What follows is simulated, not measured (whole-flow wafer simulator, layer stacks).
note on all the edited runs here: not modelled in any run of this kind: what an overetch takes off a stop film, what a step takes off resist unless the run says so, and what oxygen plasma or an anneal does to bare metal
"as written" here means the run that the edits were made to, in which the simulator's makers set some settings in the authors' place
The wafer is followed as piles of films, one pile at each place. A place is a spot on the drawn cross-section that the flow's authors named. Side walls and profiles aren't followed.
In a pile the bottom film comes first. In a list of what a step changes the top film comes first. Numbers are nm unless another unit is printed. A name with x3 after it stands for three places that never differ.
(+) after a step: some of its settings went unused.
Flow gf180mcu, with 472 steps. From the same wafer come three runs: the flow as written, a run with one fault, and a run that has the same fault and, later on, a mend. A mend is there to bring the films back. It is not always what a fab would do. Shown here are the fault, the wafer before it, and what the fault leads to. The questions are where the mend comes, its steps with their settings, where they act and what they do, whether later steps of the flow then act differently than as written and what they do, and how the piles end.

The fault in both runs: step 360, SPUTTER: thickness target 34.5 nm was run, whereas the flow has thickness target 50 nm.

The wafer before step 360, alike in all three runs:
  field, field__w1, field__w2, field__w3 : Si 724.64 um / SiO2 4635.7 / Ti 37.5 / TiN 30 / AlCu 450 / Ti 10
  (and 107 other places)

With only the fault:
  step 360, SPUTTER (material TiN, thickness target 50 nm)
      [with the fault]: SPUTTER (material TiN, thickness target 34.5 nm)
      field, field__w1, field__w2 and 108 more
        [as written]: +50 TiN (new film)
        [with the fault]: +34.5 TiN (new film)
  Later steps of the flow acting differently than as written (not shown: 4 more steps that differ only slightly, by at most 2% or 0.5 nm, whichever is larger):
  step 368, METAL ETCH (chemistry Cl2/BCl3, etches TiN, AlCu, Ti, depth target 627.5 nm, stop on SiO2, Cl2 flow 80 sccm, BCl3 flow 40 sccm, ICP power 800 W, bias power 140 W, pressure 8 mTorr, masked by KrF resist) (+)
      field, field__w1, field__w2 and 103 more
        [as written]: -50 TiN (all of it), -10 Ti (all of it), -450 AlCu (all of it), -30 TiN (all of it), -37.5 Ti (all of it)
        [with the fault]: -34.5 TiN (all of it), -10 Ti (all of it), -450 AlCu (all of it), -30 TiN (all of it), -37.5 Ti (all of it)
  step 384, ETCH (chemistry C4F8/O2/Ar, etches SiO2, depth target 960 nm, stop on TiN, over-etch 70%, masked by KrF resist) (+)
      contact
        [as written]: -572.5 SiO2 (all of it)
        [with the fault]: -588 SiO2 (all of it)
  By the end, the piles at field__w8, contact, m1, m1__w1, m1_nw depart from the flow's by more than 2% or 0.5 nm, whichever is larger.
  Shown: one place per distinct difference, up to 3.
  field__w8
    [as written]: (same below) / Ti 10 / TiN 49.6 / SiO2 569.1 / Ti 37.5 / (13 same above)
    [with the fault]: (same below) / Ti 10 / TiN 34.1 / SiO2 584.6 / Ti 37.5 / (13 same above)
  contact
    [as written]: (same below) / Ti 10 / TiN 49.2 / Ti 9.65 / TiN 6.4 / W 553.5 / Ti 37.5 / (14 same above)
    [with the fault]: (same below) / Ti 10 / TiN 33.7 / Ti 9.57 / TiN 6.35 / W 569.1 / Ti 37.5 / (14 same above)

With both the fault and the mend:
  The mend follows step 360.
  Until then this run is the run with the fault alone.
  step 360a, SPUTTER (material TiN, thickness target 15.5 nm) (the flow's step 360, run once more with other settings)
      field, field__w1, field__w2 and 108 more
        +15.5 TiN
  Every later step of the flow that is run acts as written at every place that is followed.
  The piles end the same as the flow's at every place that both follow.
